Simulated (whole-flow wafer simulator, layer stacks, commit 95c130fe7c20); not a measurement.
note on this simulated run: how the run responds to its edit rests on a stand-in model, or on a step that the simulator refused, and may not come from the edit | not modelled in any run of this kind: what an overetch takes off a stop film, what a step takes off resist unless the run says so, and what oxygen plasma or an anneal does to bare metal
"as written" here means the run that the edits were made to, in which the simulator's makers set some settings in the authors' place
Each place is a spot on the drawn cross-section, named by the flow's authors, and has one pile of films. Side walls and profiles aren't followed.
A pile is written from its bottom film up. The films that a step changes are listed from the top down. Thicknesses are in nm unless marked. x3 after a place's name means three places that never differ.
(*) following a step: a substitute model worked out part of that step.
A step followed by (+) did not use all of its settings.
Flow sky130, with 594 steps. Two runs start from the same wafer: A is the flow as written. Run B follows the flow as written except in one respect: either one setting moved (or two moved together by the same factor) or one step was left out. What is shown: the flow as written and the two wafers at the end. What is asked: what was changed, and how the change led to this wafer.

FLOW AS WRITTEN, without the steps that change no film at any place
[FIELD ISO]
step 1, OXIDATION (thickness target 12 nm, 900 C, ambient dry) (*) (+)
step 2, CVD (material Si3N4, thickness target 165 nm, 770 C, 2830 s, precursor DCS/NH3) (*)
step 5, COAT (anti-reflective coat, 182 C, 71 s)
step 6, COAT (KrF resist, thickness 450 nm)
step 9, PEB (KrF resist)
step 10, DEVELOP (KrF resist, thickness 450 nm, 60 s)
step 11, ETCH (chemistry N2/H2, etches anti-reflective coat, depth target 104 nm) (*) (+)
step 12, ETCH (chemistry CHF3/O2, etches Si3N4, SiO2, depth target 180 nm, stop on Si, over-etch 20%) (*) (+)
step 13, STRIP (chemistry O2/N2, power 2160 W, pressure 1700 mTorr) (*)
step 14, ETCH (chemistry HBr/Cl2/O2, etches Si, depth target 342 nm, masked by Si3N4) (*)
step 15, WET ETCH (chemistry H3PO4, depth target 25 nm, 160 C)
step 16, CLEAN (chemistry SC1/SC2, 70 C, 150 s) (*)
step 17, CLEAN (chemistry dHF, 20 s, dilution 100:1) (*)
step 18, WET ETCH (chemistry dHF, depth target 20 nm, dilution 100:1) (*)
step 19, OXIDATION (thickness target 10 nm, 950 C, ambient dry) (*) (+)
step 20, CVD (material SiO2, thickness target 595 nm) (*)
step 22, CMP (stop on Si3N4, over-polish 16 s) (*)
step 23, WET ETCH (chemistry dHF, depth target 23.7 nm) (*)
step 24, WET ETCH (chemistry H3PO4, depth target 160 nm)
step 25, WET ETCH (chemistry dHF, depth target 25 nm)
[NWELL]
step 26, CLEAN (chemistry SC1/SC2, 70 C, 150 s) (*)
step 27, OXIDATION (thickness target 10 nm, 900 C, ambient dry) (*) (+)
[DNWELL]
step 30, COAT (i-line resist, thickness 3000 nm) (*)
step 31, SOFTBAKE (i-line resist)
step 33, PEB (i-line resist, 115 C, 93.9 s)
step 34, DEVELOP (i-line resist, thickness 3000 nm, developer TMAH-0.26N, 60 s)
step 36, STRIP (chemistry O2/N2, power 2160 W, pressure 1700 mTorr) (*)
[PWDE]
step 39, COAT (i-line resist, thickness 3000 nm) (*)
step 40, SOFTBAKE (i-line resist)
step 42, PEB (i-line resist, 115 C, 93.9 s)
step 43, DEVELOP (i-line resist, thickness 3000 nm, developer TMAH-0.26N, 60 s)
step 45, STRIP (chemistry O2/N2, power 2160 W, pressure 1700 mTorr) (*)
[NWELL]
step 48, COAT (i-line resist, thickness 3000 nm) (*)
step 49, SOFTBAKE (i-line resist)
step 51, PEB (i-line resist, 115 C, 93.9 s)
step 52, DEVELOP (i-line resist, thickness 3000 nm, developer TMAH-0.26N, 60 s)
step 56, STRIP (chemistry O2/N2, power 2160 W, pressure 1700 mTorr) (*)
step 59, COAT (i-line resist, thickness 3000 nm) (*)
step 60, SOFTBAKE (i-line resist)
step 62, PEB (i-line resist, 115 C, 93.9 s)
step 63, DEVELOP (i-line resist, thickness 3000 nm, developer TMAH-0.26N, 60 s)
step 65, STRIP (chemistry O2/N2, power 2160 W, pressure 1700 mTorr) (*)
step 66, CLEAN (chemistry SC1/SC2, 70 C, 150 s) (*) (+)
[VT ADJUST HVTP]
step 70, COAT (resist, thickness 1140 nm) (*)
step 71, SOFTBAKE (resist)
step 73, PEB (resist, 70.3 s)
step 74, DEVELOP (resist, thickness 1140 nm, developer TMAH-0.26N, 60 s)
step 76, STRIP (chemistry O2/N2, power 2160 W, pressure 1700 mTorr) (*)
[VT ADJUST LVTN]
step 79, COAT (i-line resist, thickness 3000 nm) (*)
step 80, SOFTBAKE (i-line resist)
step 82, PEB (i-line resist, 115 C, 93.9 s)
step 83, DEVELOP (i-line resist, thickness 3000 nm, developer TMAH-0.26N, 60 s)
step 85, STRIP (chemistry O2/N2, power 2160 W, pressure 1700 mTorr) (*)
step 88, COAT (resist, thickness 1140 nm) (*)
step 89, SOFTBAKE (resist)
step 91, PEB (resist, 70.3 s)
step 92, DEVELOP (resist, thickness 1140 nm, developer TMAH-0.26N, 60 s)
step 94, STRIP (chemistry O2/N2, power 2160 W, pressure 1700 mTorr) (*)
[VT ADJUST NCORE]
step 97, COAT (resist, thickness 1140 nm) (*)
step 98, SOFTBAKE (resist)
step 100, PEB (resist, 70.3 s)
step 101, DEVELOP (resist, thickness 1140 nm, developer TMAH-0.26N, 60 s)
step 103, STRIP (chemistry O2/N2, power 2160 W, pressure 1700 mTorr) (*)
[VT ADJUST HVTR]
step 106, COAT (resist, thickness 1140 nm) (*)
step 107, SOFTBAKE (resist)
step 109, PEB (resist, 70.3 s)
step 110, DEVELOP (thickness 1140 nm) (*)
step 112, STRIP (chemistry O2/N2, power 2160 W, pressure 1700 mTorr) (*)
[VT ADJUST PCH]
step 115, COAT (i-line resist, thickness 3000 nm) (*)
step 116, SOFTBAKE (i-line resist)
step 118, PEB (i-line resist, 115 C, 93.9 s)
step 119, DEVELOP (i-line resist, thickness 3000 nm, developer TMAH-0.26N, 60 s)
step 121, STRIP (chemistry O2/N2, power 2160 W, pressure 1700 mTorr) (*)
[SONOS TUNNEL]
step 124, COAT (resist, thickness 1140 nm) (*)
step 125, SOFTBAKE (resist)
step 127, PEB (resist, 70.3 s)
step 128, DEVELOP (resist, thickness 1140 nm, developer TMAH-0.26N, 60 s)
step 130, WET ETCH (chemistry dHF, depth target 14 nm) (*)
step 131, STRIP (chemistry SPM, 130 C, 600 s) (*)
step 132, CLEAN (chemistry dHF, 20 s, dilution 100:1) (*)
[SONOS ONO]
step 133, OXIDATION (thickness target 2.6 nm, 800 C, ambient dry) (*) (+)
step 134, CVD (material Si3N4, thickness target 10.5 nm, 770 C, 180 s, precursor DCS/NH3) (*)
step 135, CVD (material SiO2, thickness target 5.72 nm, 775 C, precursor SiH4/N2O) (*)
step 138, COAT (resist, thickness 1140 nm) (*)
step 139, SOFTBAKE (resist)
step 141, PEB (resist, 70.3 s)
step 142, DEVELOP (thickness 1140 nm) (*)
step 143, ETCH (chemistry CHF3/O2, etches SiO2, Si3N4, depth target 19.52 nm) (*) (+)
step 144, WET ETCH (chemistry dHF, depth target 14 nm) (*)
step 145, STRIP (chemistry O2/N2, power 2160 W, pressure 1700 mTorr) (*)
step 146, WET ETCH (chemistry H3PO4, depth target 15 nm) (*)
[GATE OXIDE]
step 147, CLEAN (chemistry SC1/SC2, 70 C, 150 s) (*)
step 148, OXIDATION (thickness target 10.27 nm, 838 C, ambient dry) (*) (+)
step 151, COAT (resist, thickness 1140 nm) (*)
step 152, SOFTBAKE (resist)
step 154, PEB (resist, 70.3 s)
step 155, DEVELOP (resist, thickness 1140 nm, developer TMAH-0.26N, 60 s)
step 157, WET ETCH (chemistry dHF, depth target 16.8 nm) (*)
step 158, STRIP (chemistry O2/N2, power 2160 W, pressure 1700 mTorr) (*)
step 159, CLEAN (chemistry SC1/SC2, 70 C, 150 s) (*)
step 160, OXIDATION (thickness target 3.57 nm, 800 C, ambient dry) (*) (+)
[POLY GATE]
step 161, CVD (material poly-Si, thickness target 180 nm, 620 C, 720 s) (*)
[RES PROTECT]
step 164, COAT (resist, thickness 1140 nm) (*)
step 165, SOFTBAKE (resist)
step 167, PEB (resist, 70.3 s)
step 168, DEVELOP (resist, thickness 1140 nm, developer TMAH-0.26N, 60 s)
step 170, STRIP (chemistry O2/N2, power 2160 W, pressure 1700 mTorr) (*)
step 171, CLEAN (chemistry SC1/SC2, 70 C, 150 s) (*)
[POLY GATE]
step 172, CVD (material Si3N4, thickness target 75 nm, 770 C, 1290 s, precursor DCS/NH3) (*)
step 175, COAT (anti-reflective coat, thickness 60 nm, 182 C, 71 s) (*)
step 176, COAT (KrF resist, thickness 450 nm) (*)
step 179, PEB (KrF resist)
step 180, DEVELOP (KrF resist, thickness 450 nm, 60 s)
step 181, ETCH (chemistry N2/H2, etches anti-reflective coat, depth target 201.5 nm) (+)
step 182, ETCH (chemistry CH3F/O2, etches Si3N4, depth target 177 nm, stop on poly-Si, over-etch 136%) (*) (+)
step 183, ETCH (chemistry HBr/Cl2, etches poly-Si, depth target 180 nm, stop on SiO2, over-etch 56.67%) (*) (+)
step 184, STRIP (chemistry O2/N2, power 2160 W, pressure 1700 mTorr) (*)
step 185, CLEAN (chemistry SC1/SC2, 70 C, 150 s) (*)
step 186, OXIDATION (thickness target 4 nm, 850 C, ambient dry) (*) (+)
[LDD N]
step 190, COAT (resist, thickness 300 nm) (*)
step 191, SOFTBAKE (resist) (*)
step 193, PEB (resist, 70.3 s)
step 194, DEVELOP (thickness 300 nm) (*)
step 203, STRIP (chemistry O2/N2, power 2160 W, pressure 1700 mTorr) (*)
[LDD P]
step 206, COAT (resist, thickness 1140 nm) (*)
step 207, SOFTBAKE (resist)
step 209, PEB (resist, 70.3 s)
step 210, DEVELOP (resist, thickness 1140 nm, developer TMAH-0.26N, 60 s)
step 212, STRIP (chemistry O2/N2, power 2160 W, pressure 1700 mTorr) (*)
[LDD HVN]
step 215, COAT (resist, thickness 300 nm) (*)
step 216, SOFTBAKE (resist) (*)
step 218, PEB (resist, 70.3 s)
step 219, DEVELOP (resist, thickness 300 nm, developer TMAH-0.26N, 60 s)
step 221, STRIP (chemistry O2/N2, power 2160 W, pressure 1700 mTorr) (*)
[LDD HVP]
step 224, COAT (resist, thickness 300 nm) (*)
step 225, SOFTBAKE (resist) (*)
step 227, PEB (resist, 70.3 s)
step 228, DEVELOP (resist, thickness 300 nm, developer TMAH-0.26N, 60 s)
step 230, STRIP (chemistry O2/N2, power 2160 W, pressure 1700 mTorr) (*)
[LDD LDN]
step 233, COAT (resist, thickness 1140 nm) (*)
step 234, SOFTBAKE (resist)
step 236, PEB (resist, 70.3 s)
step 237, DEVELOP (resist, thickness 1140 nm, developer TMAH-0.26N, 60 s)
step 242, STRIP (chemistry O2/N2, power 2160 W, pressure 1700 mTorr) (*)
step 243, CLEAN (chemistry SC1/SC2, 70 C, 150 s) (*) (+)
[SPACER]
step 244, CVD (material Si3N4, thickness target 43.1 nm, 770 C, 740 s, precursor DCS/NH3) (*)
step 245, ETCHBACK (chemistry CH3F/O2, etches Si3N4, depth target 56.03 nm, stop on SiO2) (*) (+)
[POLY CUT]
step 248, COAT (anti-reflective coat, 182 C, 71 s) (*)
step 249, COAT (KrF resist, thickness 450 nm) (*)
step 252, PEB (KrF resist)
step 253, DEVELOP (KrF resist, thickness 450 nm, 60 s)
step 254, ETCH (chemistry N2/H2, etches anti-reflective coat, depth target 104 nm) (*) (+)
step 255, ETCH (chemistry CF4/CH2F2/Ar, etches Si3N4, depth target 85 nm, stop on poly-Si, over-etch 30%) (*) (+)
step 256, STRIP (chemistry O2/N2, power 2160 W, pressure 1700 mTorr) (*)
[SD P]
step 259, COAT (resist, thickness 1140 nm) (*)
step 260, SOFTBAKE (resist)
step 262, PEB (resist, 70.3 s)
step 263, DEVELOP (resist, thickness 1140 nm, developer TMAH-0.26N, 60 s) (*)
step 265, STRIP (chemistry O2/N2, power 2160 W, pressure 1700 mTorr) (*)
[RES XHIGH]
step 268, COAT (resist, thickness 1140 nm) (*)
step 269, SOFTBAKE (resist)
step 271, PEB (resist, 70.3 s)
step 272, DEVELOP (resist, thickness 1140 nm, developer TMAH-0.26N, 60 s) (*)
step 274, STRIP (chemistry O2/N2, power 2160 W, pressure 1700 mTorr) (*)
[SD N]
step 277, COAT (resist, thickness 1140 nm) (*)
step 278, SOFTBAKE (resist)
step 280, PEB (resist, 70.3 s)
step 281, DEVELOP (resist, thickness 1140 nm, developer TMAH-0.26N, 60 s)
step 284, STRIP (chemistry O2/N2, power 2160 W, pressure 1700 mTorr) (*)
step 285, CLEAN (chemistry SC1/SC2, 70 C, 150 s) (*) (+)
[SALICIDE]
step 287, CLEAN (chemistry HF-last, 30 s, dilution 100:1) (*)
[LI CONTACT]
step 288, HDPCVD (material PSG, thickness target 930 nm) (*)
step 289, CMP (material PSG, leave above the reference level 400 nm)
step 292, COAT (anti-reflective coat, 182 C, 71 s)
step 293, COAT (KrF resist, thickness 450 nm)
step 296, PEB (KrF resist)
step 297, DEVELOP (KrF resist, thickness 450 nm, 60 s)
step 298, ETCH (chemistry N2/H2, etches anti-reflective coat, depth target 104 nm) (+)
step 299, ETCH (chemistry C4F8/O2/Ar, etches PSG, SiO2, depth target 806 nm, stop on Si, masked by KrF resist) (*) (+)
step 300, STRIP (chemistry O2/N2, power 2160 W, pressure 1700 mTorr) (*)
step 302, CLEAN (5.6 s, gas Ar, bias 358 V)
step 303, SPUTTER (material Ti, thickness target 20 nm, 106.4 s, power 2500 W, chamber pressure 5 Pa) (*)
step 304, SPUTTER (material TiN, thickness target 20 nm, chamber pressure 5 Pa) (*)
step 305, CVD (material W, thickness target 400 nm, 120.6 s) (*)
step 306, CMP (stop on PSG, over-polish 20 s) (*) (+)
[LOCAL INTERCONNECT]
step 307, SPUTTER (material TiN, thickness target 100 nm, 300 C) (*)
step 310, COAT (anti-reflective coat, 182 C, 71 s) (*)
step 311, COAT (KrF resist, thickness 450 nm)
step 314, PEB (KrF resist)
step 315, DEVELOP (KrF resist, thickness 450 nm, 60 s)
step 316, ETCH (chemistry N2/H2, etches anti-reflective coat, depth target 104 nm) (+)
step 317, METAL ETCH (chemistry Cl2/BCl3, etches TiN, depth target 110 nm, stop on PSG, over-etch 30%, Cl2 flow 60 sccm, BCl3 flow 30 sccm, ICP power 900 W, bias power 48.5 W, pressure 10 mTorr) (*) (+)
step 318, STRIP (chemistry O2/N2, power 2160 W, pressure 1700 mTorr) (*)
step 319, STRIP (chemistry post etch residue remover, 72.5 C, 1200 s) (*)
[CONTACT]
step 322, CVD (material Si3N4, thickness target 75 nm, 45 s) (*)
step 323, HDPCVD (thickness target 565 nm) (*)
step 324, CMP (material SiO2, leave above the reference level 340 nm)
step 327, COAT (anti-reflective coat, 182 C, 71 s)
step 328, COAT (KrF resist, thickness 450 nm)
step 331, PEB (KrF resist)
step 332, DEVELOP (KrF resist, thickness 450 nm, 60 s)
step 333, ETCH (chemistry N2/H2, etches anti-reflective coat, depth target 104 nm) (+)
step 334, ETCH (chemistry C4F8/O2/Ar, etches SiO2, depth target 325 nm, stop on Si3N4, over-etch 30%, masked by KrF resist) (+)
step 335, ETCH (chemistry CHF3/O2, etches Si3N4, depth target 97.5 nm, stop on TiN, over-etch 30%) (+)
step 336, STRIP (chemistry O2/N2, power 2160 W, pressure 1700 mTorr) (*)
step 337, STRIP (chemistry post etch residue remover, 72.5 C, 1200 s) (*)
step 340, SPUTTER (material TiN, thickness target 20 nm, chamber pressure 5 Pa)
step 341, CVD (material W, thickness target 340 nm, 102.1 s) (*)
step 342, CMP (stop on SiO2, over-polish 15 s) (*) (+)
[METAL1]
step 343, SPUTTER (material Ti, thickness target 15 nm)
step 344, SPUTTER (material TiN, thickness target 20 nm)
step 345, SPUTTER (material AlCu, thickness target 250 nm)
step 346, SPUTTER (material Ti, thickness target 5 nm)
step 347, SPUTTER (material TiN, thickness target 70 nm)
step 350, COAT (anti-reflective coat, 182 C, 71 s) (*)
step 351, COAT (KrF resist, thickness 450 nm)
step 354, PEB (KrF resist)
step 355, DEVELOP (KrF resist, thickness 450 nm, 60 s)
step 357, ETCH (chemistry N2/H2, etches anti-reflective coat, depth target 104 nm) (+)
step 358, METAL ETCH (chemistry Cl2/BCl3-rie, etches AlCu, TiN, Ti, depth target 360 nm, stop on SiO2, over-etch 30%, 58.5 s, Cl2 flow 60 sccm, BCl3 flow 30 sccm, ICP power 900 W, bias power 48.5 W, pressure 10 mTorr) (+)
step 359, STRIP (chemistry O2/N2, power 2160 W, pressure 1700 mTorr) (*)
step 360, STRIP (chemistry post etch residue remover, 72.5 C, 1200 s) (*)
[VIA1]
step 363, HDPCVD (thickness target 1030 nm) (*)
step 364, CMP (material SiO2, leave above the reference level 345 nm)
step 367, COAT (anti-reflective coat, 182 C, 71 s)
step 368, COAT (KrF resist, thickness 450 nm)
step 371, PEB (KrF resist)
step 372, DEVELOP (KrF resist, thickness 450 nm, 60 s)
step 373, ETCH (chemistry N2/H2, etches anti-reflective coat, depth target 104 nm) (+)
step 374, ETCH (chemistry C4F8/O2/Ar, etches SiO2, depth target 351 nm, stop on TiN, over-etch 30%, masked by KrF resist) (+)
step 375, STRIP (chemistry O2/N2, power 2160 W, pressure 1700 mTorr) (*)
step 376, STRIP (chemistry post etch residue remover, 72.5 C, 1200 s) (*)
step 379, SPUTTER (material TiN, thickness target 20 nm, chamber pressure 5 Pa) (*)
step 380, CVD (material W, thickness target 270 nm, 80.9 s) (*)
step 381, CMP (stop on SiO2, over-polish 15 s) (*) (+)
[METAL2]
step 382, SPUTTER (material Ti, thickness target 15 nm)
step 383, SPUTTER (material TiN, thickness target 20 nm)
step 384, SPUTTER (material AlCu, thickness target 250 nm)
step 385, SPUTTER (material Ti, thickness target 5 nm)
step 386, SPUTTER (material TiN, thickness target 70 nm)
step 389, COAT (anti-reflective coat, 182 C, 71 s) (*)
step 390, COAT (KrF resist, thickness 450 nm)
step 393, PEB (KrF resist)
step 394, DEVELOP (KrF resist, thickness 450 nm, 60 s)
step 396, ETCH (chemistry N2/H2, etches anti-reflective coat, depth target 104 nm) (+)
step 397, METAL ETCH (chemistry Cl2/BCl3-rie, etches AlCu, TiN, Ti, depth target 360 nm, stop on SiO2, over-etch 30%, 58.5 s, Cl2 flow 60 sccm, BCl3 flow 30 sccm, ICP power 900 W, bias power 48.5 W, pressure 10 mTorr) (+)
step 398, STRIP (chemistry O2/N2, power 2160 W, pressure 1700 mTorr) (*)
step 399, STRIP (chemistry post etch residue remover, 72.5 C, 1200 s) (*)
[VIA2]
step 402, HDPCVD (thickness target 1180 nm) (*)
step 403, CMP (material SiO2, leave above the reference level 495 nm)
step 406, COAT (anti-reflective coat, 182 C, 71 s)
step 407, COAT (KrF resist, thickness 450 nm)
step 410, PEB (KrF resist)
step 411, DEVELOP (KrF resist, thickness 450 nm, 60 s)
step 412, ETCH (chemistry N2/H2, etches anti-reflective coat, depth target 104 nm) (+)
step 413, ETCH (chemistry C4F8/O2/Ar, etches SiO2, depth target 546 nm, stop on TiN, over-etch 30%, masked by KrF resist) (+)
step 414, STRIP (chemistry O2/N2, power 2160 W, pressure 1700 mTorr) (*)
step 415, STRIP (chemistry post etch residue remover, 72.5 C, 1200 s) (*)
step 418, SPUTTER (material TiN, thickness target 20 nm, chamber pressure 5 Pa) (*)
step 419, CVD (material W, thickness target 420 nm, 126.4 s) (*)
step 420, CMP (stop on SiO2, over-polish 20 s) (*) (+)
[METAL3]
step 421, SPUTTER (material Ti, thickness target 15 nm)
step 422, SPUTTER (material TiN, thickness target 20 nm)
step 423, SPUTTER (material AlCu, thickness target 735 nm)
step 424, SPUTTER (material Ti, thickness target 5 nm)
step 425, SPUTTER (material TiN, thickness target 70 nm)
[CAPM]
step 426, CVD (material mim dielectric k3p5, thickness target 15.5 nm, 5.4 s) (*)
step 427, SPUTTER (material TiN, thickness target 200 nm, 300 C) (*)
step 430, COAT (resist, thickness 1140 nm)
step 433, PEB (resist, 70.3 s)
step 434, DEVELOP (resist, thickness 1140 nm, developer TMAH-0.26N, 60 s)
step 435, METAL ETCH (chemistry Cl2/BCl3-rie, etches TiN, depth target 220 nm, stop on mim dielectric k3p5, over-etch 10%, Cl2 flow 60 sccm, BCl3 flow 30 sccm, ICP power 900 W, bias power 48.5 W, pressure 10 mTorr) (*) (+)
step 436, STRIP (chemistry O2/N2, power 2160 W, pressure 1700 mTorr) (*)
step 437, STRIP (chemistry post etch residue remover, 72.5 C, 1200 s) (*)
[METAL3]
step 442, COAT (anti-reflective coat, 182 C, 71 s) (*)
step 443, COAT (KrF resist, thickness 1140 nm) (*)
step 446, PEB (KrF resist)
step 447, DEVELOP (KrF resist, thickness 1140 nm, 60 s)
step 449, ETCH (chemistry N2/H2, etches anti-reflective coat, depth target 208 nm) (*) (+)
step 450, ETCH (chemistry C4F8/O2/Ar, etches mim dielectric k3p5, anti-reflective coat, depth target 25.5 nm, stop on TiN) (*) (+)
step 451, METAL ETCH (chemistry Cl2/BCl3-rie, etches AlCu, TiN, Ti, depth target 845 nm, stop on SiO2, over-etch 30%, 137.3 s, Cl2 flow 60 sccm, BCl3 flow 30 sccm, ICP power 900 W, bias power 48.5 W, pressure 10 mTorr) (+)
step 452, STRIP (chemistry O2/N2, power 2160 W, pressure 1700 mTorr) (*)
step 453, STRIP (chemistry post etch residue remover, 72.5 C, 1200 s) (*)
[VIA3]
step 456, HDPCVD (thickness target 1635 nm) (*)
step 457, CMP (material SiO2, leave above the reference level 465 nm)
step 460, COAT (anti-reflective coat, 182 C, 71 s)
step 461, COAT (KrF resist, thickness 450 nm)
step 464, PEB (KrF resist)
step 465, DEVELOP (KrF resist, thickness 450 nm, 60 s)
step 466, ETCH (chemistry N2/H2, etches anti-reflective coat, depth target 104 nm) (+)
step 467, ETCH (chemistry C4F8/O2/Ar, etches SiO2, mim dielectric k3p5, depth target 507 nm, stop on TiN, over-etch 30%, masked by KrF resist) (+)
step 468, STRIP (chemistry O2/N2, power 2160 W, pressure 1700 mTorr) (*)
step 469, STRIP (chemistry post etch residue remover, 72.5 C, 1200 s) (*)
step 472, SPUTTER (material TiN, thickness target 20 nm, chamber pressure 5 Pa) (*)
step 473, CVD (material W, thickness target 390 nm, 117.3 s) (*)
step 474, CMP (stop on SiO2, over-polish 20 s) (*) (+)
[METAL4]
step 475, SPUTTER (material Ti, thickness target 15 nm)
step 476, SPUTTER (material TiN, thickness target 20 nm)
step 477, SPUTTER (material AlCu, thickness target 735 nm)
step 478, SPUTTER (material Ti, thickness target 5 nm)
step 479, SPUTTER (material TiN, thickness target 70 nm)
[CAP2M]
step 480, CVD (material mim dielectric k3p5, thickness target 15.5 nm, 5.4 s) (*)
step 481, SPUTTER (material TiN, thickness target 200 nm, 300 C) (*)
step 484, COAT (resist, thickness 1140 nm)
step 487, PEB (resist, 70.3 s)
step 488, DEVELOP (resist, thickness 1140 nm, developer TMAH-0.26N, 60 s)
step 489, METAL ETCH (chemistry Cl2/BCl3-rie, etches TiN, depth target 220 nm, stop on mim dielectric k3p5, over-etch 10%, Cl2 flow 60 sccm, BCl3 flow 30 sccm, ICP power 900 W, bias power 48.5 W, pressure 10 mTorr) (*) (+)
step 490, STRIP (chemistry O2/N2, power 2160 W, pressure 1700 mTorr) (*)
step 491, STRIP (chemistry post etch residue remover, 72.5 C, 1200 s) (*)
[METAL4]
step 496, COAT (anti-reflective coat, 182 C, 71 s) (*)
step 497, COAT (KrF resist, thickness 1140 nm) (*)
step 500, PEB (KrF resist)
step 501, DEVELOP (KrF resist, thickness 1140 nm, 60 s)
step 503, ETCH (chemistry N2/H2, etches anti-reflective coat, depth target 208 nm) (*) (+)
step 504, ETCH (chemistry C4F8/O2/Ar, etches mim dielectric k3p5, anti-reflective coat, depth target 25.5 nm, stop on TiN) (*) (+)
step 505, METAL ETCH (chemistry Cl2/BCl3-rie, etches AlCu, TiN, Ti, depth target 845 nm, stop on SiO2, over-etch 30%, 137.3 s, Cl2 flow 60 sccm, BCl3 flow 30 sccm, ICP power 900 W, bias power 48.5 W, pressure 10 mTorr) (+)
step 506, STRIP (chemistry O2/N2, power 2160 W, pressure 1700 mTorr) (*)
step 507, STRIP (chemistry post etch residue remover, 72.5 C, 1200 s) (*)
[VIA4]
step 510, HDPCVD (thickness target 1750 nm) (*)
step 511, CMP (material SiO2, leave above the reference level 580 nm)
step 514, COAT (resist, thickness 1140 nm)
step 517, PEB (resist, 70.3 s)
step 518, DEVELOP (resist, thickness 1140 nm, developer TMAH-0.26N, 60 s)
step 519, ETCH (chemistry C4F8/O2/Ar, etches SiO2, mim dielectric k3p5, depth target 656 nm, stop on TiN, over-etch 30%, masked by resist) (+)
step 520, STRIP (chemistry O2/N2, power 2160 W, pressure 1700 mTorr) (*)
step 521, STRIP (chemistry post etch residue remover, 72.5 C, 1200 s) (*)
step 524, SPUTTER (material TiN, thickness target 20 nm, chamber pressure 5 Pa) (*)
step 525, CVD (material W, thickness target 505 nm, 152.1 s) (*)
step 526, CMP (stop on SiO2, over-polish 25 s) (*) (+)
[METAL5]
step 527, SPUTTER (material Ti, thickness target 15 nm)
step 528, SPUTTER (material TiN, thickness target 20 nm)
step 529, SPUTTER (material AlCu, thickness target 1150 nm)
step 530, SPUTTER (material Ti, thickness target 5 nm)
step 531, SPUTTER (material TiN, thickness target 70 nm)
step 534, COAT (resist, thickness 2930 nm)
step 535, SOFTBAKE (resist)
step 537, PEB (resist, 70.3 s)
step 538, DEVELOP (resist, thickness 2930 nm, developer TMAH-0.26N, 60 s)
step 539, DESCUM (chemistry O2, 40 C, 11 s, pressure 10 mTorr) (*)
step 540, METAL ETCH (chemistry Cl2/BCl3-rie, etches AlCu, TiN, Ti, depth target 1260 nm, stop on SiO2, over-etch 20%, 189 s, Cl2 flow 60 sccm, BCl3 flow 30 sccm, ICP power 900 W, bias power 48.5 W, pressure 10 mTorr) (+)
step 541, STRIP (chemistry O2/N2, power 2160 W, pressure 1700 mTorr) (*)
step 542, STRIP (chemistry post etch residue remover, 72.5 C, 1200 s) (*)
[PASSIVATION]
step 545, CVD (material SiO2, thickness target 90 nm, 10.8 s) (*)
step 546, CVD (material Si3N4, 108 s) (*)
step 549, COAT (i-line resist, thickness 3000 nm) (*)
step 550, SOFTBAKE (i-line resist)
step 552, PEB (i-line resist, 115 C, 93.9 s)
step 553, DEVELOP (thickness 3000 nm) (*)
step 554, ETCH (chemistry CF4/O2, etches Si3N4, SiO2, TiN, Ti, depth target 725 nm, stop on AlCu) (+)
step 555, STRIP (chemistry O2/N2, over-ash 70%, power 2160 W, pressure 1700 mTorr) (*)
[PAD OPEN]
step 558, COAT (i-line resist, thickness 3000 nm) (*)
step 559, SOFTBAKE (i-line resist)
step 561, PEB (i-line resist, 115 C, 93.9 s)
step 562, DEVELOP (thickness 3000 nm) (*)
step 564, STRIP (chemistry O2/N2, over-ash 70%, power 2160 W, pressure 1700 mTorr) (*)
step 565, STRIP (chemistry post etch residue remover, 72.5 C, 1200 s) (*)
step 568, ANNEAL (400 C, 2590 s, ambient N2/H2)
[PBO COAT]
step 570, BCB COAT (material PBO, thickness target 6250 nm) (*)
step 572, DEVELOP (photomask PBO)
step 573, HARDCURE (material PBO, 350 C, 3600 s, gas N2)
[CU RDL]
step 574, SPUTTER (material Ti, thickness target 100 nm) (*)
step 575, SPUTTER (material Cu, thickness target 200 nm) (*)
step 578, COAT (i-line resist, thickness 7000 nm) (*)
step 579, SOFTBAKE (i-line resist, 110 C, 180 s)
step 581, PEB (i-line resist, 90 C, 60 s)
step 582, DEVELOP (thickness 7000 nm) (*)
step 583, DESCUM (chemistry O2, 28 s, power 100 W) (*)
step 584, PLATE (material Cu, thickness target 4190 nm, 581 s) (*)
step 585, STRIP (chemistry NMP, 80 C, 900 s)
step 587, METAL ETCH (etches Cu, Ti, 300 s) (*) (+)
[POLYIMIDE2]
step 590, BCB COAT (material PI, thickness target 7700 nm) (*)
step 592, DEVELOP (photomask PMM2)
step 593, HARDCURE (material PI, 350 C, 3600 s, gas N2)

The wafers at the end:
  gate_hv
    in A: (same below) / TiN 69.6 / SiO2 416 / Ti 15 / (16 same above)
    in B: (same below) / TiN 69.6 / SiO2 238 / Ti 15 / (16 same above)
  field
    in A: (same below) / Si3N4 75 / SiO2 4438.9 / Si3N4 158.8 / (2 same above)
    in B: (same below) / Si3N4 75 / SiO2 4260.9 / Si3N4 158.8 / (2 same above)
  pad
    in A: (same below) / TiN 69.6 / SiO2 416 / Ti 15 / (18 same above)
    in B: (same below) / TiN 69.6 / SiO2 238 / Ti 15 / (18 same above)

Cause: step 403, CMP: leave above the reference level 317 nm was run, whereas the flow has leave above the reference level 495 nm.

How this came from the change, step by step:
  step 403, CMP (material SiO2, leave above the reference level 495 nm)
      n_well, p_well, gate_hv and 101 more: A SiO2 loses 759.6 | B SiO2 loses 937.6
      field, active, gate and 82 more: A SiO2 loses 389.1 | B SiO2 loses 567.1
      (as well as at 2 more places)
  step 413, ETCH (chemistry C4F8/O2/Ar, etches SiO2, depth target 546 nm, stop on TiN, over-etch 30%, masked by KrF resist) (+)
      field, active, n_well and 186 more: A KrF resist loses 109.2 | B KrF resist loses 63
      m1: A SiO2 loses 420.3 (all of it) | B SiO2 loses 242.3 (all of it)
      (as well as at 1 more place)
  step 414, STRIP (chemistry O2/N2, power 2160 W, pressure 1700 mTorr) (*)
      field, active, n_well and 186 more: A KrF resist loses 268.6 (all of it), anti-reflective coat loses 80 (all of it) | B KrF resist loses 314.8 (all of it), anti-reflective coat loses 80 (all of it)
  step 418, SPUTTER (material TiN, thickness target 20 nm, chamber pressure 5 Pa) (*)
      m1, via2_hole: A TiN gains 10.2 | B TiN gains 12.8
  step 419, CVD (material W, thickness target 420 nm, 126.4 s) (*)
      m1: A W gains 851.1 (new film) | B W gains 670.5 (new film)
      via2_hole: A W gains 850.7 (new film) | B W gains 670.1 (new film)
